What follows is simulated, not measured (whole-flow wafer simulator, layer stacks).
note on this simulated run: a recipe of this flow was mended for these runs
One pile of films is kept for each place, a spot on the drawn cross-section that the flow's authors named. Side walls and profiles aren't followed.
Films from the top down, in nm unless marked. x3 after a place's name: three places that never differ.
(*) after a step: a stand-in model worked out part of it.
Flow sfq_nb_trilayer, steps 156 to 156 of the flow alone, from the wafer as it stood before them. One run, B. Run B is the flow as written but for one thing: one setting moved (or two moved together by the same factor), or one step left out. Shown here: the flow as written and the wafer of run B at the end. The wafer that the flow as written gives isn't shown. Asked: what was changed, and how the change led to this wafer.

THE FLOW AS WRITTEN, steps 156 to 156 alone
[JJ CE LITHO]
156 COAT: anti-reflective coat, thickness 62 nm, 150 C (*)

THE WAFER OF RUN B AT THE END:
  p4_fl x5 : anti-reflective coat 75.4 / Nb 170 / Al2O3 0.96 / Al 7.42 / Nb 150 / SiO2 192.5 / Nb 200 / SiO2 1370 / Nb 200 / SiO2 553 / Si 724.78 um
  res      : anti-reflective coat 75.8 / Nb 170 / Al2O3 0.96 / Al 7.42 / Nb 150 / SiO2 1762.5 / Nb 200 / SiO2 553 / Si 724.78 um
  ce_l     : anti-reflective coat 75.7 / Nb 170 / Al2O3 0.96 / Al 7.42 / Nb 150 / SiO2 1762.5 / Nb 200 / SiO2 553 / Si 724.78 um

The cause: step 156, COAT: thickness 75.4 nm was run, where the flow has thickness 62 nm.
It can be read off the wafer: p4_fl x5 has anti-reflective coat 75.4, and step 156 as written asks for 62 nm.

How the change led to this, step by step:
  156 COAT: anti-reflective coat, thickness 62 nm, 150 C (*)
      p4_fl x5, p4_w1 x9, p3_s0 x42, wl_j_sl x15, wl_d_m1, l0r_line_l x3, m0r_space_l x2: anti-reflective coat +75.4 (new film) (as written it would be: anti-reflective coat +62 (new film))
      res, r_end, moat, field_r, lsp_l, ln_m5, lsp_m, ln_m6: anti-reflective coat +75.8 (new film) (as written it would be: anti-reflective coat +62.3 (new film))
      (and at 21 more places)
